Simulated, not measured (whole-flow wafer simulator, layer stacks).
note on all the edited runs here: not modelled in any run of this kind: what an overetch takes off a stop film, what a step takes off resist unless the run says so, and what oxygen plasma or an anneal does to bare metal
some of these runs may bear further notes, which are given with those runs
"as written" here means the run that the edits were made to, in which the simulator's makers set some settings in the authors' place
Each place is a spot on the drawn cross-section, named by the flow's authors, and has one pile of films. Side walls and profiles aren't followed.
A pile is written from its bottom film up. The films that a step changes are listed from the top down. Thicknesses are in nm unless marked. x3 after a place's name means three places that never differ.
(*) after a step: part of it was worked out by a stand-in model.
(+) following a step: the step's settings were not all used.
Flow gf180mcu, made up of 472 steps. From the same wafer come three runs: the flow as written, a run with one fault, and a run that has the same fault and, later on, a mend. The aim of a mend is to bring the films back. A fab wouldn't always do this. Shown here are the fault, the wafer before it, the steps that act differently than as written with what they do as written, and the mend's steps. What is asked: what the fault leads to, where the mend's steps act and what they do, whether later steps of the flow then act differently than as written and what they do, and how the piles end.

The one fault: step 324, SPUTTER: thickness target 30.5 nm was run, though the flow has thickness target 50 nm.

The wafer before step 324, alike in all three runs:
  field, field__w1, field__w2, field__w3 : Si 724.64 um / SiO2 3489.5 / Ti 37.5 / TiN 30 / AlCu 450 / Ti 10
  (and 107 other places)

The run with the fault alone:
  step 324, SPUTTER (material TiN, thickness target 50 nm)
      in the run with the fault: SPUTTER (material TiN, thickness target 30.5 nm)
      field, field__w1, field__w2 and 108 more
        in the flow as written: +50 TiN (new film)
        in the run with the fault: +30.5 TiN (new film)
  Steps further on in the flow that do not act as written (2 more steps, not shown, differ only slightly: by at most 2% or 0.5 nm, whichever is larger):
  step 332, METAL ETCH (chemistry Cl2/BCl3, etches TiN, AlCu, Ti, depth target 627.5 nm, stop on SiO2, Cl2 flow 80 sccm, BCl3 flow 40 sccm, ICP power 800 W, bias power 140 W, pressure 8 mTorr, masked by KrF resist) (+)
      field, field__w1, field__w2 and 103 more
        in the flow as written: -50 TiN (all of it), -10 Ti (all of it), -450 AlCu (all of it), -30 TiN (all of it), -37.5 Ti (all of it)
        in the run with the fault: -30.5 TiN (all of it), -10 Ti (all of it), -450 AlCu (all of it), -30 TiN (all of it), -37.5 Ti (all of it)
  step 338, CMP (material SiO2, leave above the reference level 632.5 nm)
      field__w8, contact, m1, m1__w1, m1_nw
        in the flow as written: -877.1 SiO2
        in the run with the fault: -857.6 SiO2
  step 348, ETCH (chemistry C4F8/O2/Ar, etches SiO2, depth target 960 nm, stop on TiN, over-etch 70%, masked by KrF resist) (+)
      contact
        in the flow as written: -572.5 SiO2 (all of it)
        in the run with the fault: -592 SiO2 (all of it)
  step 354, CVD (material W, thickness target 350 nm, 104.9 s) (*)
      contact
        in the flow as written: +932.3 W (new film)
        in the run with the fault: +952 W (new film)
  At field__w8, contact, m1, m1__w1, m1_nw, the piles at the end differ from the flow's by more than 2% or 0.5 nm, whichever is larger.
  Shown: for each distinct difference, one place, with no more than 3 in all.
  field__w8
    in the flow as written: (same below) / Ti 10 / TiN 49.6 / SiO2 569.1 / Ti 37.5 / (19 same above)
    in the run with the fault: (same below) / Ti 10 / TiN 30.1 / SiO2 588.6 / Ti 37.5 / (19 same above)
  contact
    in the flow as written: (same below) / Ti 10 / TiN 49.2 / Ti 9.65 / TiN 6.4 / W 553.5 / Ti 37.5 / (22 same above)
    in the run with the fault: (same below) / Ti 10 / TiN 29.7 / Ti 9.54 / TiN 6.33 / W 573.2 / Ti 37.5 / (22 same above)

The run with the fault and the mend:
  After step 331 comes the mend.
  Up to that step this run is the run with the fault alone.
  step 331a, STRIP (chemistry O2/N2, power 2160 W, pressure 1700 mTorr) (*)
      field__w8, contact, m1, m1__w1, m1_nw
        -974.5 KrF resist (all of it)
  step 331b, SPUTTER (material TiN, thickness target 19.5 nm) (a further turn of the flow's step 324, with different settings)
      field, field__w1, field__w2 and 108 more
        +19.5 TiN
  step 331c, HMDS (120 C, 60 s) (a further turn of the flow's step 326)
      leaves every film unchanged at each place that is followed
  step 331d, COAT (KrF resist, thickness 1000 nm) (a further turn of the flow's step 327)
      field, field__w1, field__w2 and 108 more
        +1000 KrF resist (new film)
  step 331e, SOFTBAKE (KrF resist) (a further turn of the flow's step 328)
      leaves every film unchanged at each place that is followed
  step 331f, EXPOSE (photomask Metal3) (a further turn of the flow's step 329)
      leaves every film unchanged at each place that is followed
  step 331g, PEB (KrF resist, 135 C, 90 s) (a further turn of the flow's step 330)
      field, field__w1, field__w2 and 108 more
        -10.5 KrF resist
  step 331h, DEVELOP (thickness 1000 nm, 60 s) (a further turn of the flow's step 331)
      field, field__w1, field__w2 and 103 more
        -989.5 KrF resist (all of it)
      field__w8, contact, m1, m1__w1, m1_nw
        -14.9 KrF resist
  Every later step of the flow that is run acts as written at every place that is followed.
  The piles end the same as the flow's at every place that both follow.
